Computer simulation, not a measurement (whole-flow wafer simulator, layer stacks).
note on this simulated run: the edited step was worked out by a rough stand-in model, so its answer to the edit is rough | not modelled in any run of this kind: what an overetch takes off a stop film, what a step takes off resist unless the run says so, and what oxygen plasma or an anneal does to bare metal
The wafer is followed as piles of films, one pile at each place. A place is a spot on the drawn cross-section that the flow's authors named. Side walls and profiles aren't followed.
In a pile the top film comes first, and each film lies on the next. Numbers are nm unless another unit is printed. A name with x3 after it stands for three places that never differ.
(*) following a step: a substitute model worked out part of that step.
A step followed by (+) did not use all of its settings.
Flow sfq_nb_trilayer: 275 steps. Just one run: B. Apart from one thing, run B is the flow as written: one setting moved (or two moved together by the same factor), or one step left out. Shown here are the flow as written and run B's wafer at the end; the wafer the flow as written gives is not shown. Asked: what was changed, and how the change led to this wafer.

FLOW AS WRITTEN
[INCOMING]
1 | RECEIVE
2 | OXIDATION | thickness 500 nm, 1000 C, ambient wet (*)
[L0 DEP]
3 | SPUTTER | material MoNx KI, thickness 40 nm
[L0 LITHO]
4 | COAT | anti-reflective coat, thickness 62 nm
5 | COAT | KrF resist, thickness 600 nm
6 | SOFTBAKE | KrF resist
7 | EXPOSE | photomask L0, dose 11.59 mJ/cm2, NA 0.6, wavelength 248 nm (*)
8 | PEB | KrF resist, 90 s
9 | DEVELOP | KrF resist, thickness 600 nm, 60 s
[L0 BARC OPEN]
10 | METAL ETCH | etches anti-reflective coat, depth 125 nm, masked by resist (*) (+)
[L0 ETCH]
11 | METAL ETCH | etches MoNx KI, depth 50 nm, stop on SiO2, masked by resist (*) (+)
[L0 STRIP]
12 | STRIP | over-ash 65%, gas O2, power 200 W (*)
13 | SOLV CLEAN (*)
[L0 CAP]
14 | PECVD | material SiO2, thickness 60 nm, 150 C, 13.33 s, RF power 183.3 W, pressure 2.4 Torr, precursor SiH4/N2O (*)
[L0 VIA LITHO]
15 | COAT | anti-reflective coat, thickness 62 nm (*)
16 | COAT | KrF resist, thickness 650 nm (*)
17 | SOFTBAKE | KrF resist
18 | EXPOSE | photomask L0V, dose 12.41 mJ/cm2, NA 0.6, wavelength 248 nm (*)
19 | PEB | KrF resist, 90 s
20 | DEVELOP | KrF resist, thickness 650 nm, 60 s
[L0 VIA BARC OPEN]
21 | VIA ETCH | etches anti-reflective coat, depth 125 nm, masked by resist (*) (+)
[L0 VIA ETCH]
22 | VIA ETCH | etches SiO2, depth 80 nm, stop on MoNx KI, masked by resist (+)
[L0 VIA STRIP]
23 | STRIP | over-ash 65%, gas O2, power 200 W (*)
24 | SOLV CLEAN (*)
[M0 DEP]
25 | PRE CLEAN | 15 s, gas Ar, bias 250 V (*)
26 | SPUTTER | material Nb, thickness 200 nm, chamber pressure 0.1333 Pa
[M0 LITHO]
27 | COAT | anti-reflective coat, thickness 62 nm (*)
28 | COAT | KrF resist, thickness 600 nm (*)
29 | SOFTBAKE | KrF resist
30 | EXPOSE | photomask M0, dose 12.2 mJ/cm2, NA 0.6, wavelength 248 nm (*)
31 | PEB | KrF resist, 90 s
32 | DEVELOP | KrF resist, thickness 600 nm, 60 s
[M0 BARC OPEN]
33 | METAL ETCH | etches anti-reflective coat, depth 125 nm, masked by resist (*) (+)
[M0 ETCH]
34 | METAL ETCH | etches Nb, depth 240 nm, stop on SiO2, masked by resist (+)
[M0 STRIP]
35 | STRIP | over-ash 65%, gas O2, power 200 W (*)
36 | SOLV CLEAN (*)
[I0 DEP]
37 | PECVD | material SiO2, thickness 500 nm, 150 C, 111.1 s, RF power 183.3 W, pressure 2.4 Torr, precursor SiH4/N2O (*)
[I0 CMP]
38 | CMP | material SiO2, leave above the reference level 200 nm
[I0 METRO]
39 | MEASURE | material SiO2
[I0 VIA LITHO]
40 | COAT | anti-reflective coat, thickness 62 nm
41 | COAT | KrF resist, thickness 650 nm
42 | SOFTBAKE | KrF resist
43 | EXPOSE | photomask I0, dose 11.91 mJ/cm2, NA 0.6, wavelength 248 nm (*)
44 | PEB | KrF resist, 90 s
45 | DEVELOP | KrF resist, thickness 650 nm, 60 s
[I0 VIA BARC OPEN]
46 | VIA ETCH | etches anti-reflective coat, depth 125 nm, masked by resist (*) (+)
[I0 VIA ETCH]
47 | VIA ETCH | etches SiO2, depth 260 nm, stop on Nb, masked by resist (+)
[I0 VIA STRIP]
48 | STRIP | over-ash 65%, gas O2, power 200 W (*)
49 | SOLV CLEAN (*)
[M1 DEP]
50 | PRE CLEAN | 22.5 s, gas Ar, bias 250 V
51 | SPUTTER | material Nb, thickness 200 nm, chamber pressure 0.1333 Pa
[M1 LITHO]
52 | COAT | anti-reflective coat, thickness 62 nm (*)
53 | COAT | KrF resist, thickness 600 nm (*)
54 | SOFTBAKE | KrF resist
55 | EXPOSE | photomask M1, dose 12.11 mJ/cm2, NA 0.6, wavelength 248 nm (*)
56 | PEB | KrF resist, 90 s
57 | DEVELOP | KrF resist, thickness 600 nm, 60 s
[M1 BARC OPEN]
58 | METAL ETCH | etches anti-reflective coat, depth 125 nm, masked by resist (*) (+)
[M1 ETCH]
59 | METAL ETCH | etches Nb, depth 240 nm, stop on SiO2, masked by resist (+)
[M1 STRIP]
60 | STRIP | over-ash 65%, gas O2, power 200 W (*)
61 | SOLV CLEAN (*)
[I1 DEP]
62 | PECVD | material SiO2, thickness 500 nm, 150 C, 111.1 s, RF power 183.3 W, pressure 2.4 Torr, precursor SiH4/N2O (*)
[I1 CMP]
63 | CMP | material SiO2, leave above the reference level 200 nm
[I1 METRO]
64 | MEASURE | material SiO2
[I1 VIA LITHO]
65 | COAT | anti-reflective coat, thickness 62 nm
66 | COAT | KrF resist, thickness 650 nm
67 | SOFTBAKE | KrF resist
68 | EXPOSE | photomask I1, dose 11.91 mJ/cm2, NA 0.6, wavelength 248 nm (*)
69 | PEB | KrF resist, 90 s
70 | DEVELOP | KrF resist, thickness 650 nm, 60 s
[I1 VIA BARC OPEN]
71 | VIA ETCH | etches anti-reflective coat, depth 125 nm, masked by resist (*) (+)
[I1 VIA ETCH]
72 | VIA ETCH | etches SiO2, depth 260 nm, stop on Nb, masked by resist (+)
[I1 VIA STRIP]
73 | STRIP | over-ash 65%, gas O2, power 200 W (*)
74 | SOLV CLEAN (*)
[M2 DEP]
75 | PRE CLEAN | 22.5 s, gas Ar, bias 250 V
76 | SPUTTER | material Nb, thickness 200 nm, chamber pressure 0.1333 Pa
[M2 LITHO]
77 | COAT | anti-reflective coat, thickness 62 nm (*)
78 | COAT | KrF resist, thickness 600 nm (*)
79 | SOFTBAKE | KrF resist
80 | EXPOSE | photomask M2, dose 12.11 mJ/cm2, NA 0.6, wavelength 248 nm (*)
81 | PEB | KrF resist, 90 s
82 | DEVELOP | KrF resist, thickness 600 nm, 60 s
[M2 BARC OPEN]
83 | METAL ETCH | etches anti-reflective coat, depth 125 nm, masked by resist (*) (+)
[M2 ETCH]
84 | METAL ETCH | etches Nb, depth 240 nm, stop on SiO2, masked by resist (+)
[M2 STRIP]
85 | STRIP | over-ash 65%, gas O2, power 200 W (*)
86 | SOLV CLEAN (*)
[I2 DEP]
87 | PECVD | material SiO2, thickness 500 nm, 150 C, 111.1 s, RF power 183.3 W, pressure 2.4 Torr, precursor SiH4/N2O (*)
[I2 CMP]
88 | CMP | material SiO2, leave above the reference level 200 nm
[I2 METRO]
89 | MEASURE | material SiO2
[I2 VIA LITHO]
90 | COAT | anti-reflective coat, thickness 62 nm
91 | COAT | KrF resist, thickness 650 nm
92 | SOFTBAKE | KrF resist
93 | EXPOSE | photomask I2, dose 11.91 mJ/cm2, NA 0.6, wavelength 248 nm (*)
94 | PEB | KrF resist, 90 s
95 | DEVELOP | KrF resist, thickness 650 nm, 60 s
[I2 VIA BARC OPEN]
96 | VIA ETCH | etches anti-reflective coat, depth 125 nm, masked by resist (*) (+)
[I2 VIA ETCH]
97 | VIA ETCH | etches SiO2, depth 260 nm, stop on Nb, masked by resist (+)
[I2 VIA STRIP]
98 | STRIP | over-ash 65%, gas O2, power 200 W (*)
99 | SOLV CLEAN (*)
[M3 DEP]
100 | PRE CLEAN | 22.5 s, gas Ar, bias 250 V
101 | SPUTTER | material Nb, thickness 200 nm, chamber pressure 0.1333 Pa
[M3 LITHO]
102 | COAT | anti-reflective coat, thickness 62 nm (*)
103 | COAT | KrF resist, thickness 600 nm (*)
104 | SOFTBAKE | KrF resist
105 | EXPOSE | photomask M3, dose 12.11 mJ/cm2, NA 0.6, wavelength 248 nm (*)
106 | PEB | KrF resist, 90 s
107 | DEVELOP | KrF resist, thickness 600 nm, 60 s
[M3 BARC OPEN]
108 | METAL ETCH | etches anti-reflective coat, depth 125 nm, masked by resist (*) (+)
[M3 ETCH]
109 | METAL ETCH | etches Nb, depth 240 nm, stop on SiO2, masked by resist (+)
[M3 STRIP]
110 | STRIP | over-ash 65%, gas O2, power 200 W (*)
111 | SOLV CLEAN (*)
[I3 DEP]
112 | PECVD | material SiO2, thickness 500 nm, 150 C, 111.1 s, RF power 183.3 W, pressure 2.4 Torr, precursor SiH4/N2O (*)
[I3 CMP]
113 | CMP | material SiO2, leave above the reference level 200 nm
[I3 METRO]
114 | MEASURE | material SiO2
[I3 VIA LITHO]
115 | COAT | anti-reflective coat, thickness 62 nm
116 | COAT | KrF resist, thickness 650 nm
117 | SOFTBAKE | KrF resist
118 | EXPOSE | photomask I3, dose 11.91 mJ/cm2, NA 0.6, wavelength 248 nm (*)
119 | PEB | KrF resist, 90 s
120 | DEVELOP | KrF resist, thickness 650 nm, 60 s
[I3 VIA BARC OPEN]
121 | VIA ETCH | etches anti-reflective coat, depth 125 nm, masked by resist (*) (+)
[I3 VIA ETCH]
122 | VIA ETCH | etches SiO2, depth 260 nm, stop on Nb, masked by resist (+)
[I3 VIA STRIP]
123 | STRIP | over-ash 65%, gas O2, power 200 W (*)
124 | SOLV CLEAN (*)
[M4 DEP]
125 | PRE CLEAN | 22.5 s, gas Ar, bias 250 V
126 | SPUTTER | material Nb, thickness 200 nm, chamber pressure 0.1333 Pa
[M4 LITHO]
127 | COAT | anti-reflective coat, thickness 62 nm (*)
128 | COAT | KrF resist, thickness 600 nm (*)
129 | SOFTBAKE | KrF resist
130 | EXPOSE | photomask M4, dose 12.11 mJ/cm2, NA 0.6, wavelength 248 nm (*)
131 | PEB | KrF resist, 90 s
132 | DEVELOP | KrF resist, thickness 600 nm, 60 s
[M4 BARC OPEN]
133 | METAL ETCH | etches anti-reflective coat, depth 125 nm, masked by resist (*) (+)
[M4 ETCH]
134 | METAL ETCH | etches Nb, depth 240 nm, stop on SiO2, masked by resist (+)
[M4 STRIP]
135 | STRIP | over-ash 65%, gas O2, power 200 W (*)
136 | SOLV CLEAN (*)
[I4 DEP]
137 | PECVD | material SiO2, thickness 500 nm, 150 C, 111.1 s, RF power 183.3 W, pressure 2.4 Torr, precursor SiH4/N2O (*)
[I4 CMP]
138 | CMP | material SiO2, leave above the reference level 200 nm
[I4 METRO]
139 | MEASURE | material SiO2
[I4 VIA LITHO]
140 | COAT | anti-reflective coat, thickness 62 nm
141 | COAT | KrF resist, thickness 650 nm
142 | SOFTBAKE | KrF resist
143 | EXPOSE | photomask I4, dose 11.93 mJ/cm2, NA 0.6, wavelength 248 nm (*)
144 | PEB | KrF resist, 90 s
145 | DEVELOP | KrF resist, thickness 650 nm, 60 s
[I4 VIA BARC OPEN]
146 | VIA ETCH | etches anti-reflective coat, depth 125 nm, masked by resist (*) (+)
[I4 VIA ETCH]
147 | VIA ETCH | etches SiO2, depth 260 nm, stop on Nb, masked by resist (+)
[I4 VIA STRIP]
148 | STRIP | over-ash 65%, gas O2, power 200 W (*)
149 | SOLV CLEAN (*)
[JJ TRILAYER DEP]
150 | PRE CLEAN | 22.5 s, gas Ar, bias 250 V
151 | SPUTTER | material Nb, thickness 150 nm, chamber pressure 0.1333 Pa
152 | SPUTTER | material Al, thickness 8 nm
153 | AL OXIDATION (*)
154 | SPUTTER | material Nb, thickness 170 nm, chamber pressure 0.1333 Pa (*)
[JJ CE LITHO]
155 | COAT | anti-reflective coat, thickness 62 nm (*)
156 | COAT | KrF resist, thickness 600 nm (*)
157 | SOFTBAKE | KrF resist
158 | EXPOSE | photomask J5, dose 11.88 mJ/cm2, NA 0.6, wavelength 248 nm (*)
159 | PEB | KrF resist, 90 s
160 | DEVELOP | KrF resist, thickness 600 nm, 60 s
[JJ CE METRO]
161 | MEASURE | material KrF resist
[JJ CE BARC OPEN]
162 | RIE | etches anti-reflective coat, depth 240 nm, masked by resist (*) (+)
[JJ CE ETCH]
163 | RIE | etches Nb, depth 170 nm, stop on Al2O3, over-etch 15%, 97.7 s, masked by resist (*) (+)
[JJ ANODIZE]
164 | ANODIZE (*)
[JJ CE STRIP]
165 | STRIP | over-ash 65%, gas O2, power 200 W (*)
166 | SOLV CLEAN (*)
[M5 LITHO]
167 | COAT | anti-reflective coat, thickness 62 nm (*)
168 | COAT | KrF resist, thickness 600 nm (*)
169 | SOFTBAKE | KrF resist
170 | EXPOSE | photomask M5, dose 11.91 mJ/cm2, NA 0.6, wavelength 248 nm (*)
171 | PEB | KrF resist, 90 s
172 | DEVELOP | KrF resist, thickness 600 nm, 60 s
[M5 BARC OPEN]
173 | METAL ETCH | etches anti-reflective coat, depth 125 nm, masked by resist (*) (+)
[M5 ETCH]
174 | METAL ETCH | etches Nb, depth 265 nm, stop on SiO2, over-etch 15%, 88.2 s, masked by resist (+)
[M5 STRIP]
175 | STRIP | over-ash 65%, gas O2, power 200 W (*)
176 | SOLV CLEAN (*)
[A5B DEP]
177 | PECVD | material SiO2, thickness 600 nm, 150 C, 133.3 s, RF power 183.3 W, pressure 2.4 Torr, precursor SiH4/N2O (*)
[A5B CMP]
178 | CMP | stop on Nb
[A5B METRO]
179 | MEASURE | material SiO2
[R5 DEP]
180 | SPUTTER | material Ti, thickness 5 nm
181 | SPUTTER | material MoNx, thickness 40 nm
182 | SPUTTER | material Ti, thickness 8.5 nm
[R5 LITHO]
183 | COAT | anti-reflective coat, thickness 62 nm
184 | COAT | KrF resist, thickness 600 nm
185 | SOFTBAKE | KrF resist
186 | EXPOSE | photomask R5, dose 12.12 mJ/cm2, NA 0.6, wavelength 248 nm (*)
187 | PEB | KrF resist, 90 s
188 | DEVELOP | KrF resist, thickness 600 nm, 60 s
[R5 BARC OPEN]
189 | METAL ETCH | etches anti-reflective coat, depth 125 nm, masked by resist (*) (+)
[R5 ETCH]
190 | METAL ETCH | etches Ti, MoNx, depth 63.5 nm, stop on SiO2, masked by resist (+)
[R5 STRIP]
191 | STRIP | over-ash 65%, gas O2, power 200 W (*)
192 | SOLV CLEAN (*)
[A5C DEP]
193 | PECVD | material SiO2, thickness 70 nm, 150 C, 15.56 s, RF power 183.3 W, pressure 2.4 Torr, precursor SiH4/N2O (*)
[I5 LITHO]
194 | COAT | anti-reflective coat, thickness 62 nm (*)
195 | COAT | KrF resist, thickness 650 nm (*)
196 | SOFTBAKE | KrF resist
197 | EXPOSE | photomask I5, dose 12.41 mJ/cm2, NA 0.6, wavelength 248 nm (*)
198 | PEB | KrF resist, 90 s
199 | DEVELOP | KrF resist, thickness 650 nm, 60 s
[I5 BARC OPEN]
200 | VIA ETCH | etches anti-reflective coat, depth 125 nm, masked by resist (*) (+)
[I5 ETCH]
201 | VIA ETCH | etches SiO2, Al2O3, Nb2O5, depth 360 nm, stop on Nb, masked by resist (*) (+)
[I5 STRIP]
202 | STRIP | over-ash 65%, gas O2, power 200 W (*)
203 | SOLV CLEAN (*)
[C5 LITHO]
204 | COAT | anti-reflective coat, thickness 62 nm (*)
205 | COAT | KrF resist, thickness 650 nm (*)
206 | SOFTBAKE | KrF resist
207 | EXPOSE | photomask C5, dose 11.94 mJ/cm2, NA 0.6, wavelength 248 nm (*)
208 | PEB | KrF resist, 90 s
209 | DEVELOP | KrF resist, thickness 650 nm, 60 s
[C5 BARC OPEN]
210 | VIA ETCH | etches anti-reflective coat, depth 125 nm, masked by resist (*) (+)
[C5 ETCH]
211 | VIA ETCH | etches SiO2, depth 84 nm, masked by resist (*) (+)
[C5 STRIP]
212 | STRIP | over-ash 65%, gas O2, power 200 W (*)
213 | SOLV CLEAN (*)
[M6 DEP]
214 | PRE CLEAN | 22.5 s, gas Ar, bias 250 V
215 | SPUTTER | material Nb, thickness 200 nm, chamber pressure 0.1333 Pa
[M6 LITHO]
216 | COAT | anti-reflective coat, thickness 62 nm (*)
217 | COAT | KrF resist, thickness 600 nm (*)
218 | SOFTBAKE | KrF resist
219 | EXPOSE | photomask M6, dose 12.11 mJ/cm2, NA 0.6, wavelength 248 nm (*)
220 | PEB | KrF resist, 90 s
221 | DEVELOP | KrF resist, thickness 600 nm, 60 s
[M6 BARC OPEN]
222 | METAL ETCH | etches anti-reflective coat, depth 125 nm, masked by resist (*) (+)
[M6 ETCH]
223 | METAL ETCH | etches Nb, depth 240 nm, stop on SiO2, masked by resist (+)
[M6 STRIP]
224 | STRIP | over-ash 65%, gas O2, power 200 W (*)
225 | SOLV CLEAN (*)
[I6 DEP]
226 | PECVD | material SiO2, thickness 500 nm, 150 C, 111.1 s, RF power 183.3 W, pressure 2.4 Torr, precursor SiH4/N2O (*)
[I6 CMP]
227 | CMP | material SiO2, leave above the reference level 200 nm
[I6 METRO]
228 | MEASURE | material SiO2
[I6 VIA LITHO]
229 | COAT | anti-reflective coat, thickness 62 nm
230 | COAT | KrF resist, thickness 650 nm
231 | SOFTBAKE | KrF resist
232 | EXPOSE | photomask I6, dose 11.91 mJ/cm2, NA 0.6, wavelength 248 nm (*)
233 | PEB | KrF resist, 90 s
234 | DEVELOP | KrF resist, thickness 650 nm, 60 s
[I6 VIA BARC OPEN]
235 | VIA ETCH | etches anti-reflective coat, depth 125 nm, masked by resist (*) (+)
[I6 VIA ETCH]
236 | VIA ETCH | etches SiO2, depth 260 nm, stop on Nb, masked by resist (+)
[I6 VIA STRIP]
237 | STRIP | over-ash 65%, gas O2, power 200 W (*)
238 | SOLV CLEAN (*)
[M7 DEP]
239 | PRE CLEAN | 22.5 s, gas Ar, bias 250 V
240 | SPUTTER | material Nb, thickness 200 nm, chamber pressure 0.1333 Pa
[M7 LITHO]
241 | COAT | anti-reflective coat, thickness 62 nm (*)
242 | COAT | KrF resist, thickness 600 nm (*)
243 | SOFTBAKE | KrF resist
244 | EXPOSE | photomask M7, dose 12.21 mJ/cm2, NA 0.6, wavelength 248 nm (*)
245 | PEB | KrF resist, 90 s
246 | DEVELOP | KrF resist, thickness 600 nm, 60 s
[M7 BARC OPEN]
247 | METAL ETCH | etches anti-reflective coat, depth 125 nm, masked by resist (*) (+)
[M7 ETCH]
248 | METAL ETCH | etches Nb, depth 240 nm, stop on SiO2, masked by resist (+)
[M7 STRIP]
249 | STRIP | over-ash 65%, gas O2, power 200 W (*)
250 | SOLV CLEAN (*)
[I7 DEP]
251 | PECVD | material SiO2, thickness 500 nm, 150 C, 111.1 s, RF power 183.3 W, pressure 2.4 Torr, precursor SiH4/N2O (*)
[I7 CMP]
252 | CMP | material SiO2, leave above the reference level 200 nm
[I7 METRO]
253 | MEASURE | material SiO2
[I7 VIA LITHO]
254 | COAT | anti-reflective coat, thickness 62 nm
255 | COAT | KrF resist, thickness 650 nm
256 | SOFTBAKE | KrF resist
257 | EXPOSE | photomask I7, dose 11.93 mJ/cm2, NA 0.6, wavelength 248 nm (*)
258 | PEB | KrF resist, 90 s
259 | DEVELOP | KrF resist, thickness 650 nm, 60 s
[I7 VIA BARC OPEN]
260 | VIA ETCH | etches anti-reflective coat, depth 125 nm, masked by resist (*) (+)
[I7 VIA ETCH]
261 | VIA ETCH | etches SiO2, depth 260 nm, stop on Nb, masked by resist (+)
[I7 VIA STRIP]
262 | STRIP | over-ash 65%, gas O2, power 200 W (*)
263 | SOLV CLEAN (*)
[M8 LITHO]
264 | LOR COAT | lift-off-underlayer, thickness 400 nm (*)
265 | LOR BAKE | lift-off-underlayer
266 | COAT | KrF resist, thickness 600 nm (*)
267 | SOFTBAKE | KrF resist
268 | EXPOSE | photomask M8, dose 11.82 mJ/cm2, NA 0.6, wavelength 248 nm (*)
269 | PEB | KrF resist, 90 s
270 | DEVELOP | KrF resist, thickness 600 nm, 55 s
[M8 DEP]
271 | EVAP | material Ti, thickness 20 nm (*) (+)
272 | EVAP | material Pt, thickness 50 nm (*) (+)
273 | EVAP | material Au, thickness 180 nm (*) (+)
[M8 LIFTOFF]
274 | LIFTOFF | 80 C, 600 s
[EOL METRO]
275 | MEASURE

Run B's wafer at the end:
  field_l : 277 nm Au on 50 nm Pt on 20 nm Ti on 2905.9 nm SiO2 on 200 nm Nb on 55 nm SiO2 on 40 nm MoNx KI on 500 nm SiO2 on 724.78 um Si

The reason: step 273, EVAP: thickness 277 nm was run, while the flow as written has thickness 180 nm.
One can read it off the wafer: field_l has Au 277, and step 273 as written asks for 180 nm.

Step by step, how the change led to this:
  273 | EVAP | material Au, thickness 180 nm (*) (+)
      field_l, v_sur, via_wl and 103 more: Au gains 277 (new film) (as written it would have been: Au gains 180 (new film))
  274 | LIFTOFF | 80 C, 600 s
      p4_fl, p4_fm, p4_w1 and 71 more: Au loses 277 (all of it), Pt loses 50 (all of it), Ti loses 20 (all of it), KrF resist loses 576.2 (all of it), lift-off-underlayer loses 400 (all of it) (as written it would have been: Au loses 180 (all of it), Pt loses 50 (all of it), Ti loses 20 (all of it), KrF resist loses 576.2 (all of it), lift-off-underlayer loses 400 (all of it))
      c5j, ce_r: Au loses 277 (all of it), Pt loses 50 (all of it), Ti loses 20 (all of it), KrF resist loses 573.3 (all of it), lift-off-underlayer loses 399.3 (all of it) (as written it would have been: Au loses 180 (all of it), Pt loses 50 (all of it), Ti loses 20 (all of it), KrF resist loses 573.3 (all of it), lift-off-underlayer loses 399.3 (all of it))
      (also at 19 further places)
